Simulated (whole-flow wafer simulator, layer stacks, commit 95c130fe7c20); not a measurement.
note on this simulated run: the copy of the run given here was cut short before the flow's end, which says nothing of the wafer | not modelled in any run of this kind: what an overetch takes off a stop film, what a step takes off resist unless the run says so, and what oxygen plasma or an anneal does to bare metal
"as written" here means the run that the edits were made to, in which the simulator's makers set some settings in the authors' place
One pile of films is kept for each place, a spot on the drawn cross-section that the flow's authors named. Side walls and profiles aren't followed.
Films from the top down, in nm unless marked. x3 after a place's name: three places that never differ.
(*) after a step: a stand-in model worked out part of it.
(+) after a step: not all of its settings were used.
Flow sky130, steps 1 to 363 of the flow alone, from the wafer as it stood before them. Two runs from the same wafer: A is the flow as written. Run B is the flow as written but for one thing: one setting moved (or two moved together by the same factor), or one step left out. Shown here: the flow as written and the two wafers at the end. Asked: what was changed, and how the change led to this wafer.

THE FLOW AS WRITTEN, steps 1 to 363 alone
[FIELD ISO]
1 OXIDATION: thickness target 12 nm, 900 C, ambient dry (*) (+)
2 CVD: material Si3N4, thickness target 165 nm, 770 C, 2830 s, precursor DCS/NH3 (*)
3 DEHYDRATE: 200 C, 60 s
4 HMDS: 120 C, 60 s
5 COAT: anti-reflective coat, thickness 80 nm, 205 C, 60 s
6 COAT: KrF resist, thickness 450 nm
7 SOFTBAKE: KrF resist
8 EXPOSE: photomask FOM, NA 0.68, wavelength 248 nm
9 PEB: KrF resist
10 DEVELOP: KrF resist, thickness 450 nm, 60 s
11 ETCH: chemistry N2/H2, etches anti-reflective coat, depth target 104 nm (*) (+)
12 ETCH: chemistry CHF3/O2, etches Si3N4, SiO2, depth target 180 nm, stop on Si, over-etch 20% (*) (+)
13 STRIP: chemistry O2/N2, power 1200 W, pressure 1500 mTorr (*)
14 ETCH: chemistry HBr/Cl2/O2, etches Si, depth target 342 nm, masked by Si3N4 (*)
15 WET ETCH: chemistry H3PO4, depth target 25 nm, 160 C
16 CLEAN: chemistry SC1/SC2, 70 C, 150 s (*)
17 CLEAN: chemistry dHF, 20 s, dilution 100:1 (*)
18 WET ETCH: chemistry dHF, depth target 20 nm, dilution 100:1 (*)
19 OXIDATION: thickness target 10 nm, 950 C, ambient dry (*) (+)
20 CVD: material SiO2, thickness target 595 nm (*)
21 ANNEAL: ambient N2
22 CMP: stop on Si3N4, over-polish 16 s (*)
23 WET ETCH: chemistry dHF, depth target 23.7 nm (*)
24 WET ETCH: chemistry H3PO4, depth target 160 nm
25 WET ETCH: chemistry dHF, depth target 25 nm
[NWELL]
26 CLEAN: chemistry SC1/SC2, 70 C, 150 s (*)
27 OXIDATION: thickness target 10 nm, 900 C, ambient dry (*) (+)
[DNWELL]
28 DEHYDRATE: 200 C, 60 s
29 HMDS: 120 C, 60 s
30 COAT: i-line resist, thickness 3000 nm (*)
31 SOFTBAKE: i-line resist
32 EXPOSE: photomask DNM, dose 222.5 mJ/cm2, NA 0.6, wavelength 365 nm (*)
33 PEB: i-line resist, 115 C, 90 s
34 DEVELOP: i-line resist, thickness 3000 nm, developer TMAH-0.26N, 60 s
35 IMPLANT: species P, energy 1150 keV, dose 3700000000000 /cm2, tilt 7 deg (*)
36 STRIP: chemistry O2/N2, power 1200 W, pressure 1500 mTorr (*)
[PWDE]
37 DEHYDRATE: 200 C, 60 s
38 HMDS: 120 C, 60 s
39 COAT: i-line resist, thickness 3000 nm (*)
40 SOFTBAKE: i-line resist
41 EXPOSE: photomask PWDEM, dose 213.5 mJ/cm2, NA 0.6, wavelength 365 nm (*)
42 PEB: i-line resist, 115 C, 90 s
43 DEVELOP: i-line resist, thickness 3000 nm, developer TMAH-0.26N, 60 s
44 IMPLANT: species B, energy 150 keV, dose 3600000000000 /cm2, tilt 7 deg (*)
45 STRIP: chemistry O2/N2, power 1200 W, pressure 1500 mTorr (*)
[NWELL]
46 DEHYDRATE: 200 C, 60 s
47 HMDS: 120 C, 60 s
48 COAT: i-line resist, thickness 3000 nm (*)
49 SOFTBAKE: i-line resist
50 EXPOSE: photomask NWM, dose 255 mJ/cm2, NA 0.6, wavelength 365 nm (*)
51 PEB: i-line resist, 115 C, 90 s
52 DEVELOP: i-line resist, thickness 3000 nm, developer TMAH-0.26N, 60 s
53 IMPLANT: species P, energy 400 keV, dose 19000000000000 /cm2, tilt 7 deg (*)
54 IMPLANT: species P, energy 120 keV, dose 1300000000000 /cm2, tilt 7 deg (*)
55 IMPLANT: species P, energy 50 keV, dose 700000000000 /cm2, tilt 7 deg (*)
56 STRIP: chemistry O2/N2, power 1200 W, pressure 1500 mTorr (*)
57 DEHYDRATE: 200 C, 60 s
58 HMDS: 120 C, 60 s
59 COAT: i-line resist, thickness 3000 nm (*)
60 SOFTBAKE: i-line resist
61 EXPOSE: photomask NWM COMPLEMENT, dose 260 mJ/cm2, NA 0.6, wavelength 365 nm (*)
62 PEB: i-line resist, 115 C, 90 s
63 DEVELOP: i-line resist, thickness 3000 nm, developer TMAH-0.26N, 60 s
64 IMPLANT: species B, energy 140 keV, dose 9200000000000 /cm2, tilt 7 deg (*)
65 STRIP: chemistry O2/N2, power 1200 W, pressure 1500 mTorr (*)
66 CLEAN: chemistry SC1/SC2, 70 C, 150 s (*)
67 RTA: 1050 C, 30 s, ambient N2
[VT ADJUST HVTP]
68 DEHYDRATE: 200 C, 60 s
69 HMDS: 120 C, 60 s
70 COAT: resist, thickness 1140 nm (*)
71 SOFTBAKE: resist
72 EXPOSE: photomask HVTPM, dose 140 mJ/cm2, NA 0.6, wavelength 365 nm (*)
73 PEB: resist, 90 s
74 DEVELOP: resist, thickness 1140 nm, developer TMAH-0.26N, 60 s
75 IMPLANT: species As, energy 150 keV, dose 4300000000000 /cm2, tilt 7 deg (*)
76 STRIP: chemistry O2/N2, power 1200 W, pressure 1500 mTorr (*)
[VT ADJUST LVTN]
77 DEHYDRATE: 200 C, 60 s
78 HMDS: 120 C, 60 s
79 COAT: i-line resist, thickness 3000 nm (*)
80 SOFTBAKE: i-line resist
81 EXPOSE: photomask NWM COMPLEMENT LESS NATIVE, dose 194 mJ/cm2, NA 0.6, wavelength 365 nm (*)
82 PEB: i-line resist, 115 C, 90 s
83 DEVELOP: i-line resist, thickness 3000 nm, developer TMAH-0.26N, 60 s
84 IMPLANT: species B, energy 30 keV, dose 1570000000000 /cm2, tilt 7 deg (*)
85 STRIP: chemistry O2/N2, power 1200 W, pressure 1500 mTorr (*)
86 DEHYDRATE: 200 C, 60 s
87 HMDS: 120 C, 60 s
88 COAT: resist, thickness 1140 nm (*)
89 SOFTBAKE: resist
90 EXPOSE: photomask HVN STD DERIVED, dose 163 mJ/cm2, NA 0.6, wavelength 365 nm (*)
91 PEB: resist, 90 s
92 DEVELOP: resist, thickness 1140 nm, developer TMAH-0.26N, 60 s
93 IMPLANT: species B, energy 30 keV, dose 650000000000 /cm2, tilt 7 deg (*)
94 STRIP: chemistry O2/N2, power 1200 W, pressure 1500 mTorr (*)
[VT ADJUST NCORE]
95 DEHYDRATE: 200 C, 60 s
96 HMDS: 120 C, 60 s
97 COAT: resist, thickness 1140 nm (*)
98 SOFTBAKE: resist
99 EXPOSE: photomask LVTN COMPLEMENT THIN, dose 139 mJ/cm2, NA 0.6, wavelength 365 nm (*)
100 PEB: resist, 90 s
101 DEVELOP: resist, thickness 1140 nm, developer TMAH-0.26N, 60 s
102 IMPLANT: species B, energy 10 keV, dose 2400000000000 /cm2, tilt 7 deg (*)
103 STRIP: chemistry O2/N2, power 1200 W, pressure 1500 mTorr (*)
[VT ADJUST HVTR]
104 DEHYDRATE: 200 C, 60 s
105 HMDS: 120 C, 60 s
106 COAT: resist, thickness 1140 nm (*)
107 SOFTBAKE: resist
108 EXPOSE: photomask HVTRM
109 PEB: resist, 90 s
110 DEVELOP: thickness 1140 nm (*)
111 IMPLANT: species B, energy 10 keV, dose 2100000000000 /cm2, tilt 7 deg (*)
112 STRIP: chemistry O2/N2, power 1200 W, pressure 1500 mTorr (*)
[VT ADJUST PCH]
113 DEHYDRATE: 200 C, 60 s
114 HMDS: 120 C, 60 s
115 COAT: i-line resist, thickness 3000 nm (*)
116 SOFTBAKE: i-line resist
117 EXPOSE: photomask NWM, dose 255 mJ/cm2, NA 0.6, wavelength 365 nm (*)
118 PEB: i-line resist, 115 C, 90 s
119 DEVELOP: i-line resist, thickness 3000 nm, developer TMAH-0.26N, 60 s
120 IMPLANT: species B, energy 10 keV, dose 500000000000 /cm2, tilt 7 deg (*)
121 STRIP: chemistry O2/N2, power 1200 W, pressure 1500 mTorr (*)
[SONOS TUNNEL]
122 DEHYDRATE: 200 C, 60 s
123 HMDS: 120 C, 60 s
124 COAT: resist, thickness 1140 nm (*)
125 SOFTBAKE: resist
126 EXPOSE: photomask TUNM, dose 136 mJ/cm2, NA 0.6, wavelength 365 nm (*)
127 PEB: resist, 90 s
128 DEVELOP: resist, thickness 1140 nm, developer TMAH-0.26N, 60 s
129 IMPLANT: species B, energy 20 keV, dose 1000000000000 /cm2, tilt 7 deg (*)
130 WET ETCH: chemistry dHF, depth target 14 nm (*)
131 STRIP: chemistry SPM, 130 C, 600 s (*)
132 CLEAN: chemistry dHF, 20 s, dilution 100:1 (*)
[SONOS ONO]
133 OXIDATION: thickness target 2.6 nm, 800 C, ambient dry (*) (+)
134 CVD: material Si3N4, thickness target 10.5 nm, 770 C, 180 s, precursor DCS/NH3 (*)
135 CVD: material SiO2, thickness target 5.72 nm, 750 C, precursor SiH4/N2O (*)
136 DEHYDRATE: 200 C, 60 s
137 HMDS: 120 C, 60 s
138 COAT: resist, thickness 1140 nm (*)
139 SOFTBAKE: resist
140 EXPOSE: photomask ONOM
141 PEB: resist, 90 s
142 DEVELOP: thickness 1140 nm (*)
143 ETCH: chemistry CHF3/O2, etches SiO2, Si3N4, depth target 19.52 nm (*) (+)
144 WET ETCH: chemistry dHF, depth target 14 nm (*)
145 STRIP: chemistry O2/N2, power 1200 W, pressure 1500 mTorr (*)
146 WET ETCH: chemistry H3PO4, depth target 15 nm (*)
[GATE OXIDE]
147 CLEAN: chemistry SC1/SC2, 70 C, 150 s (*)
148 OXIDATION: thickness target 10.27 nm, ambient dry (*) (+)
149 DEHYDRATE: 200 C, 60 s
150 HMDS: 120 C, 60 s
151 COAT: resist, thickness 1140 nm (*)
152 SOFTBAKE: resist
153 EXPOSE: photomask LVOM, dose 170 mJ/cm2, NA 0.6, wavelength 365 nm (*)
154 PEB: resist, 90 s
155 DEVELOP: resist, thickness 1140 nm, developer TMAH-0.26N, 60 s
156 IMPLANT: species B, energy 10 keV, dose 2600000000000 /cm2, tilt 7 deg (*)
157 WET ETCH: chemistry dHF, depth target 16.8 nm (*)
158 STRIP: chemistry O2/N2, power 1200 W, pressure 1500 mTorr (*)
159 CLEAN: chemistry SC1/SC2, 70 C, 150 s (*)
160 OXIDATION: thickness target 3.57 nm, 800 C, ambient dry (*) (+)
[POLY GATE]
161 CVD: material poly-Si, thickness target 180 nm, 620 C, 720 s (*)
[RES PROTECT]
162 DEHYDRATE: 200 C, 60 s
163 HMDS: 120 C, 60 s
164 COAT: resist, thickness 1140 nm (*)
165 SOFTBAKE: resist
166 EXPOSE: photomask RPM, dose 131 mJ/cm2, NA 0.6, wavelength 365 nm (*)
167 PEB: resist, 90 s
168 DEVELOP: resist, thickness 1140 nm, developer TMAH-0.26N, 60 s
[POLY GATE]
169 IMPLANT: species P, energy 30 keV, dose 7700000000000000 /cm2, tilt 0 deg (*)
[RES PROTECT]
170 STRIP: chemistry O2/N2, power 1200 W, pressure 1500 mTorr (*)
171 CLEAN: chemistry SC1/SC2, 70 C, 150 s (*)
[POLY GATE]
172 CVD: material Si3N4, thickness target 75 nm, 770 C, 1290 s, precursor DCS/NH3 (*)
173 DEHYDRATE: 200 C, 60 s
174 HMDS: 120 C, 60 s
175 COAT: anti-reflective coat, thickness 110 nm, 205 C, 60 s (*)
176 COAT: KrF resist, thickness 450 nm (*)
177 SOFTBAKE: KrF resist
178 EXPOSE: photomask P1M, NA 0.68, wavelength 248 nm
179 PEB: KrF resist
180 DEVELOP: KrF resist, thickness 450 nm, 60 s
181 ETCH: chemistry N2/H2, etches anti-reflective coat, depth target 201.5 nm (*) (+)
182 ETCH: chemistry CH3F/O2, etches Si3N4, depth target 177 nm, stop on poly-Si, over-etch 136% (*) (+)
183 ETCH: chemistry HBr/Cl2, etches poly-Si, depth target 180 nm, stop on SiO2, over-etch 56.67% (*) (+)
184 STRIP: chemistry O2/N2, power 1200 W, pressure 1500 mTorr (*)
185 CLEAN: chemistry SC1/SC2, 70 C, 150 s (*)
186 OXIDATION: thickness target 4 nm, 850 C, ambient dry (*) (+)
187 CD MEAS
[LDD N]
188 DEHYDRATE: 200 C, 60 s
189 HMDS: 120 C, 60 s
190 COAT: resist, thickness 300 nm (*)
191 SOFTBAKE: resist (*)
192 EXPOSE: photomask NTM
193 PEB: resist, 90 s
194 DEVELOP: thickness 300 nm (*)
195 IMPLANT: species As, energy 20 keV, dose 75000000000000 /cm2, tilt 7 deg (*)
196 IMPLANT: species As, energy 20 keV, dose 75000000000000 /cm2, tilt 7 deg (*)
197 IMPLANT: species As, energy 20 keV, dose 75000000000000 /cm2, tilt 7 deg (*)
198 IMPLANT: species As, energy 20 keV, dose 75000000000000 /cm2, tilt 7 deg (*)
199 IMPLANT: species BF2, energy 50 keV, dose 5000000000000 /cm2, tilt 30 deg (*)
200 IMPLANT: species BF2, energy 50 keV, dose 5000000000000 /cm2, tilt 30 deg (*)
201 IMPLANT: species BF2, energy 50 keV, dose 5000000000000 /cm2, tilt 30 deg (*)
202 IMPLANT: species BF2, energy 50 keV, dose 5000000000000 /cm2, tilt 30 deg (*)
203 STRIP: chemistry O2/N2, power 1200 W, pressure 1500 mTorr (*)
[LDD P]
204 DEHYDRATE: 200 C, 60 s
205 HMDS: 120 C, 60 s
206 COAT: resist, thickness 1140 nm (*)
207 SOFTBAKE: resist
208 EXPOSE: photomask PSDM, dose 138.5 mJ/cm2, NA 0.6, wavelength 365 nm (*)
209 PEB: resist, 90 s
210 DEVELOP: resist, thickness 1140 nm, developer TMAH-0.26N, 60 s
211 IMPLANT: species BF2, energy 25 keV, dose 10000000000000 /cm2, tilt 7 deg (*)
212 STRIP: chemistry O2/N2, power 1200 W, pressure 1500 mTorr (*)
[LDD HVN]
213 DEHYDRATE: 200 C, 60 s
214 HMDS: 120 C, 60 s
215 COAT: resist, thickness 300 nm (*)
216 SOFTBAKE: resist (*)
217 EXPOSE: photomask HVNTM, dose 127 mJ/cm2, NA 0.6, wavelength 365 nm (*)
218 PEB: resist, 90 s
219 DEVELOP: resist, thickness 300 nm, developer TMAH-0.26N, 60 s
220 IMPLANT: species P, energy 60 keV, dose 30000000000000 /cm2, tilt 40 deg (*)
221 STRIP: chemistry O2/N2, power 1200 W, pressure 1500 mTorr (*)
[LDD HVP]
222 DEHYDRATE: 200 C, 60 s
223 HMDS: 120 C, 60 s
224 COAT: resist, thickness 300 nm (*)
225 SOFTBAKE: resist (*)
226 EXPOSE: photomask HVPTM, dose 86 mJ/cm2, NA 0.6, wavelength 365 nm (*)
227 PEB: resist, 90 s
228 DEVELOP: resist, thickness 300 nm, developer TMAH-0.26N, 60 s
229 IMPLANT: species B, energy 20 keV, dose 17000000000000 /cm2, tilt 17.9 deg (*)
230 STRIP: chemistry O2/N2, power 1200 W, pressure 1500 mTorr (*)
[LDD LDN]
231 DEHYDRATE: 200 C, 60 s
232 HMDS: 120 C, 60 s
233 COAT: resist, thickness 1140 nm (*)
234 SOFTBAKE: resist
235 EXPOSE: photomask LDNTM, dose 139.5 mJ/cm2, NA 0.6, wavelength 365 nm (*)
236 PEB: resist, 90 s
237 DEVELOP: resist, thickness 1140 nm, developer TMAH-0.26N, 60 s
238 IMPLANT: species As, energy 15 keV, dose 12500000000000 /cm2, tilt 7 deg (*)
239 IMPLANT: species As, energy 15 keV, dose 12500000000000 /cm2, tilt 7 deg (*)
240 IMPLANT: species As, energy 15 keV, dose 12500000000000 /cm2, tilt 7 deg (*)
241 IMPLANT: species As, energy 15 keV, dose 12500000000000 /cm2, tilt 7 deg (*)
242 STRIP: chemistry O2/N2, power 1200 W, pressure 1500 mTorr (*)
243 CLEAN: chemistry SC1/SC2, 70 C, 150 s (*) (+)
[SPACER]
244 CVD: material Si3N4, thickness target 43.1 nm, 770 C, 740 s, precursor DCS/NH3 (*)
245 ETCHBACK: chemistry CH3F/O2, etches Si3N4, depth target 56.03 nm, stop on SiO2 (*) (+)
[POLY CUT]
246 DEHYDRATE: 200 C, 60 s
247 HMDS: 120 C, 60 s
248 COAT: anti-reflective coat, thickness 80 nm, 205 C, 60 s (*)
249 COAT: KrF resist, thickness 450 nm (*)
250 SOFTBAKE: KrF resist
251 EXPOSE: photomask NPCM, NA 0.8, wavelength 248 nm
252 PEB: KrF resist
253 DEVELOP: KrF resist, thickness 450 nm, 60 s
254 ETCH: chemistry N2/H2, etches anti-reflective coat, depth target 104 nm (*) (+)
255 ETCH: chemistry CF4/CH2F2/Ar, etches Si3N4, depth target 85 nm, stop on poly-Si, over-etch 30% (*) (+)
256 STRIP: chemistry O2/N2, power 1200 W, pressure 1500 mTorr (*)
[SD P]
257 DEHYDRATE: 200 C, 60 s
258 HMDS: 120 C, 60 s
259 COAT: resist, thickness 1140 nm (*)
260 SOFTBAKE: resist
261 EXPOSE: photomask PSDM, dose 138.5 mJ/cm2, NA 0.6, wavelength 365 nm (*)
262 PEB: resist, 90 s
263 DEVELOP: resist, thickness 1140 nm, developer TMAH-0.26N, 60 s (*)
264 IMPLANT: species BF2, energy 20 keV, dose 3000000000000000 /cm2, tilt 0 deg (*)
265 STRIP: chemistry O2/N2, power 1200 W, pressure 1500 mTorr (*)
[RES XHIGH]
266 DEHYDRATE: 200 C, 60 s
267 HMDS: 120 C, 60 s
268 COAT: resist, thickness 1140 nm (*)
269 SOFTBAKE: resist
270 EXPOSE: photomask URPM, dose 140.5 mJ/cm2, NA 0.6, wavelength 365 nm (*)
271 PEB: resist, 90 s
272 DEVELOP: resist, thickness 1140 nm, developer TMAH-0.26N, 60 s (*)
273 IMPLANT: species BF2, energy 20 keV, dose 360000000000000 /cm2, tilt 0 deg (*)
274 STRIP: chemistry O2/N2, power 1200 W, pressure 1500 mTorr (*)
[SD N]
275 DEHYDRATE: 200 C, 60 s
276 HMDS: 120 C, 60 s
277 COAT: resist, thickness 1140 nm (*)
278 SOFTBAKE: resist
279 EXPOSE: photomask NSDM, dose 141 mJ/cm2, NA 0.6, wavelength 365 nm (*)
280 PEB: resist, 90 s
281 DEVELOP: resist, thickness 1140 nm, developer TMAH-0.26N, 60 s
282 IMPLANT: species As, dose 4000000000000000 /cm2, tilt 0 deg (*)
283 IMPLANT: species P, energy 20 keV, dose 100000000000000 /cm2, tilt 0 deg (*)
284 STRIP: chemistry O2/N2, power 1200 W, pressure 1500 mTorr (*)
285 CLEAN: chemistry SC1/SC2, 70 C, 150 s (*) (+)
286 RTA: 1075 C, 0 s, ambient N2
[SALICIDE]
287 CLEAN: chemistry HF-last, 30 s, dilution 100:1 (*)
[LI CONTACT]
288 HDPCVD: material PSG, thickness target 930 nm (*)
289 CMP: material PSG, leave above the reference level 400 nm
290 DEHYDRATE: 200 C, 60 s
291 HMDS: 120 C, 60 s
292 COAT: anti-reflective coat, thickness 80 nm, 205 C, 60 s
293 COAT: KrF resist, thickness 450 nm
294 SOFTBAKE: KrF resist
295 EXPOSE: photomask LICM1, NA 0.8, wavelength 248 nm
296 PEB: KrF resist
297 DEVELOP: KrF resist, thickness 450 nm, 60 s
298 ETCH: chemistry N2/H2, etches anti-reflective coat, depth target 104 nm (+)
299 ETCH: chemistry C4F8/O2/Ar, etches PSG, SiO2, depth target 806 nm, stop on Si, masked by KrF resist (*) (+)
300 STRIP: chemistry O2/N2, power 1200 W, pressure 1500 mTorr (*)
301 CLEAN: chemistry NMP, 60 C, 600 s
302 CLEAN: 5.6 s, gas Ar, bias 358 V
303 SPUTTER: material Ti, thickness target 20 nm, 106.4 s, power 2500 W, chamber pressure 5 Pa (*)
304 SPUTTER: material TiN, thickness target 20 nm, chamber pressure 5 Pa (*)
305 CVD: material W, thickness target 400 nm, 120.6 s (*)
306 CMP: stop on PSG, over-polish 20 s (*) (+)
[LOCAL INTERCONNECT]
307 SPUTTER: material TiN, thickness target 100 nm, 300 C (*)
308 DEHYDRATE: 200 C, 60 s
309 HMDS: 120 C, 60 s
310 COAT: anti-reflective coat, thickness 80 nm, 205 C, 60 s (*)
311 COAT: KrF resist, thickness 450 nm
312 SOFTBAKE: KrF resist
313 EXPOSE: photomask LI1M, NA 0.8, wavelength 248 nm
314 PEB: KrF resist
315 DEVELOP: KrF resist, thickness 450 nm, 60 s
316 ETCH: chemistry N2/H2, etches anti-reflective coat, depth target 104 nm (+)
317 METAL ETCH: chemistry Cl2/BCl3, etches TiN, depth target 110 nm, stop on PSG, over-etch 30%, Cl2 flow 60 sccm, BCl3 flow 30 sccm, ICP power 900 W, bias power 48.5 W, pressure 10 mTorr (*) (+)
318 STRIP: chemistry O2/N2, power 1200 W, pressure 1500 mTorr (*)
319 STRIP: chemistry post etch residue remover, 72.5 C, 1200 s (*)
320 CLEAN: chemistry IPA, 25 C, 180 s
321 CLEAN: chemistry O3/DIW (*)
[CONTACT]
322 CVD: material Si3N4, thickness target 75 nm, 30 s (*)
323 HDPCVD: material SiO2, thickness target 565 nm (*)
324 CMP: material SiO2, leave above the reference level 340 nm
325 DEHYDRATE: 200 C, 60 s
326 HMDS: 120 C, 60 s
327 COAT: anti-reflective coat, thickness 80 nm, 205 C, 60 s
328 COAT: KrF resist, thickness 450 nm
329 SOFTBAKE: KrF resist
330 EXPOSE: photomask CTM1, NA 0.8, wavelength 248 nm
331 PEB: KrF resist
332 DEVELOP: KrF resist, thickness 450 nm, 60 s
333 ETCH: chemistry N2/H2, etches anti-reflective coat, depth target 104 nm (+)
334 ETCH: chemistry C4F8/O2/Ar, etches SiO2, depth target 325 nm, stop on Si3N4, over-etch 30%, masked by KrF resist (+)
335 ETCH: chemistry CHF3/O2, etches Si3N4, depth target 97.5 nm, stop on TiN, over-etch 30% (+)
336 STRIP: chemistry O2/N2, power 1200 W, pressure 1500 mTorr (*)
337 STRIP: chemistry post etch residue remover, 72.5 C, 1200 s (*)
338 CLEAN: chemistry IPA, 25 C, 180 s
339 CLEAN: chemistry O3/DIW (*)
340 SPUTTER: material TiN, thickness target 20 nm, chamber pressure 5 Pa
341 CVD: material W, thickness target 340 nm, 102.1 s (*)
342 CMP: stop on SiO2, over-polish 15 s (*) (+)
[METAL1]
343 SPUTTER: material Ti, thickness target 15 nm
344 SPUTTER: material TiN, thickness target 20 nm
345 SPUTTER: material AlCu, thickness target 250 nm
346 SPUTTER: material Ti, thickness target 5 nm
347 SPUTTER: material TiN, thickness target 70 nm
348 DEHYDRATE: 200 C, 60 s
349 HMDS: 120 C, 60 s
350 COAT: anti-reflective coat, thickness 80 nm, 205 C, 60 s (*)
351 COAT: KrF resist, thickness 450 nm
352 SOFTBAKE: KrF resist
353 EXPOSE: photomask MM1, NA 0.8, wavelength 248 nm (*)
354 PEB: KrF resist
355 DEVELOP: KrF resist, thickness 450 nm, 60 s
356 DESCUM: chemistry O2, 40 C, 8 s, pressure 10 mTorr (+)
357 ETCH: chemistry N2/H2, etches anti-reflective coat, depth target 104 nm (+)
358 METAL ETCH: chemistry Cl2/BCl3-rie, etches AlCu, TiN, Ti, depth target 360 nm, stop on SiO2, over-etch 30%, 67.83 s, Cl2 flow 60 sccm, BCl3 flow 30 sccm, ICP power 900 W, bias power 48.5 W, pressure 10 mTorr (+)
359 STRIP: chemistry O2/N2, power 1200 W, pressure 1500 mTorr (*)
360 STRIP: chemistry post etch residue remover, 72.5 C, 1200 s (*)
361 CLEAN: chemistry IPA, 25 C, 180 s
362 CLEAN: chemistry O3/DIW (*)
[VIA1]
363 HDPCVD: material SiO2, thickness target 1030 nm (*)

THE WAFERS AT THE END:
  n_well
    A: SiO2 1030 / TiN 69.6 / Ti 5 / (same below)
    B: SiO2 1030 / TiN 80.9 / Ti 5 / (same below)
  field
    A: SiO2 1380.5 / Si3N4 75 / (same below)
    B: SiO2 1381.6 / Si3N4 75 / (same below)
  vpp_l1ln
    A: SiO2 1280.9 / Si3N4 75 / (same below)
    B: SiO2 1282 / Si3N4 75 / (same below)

The cause: step 347, SPUTTER: thickness target 81.3 nm was run, where the flow has thickness target 70 nm.

How the change led to this, step by step:
  347 SPUTTER: material TiN, thickness target 70 nm
      field, active, n_well and 188 more: A TiN +70 (new film) | B TiN +81.3 (new film)
  358 METAL ETCH: chemistry Cl2/BCl3-rie, etches AlCu, TiN, Ti, depth target 360 nm, stop on SiO2, over-etch 30%, 67.83 s, Cl2 flow 60 sccm, BCl3 flow 30 sccm, ICP power 900 W, bias power 48.5 W, pressure 10 mTorr (+)
      field, active, gate and 81 more: A TiN -68.7 (all of it), Ti -5 (all of it), AlCu -250 (all of it), TiN -20 (all of it), Ti -15 (all of it), SiO2 -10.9 | B TiN -80 (all of it), Ti -5 (all of it), AlCu -250 (all of it), TiN -20 (all of it), Ti -15 (all of it), SiO2 -9.8
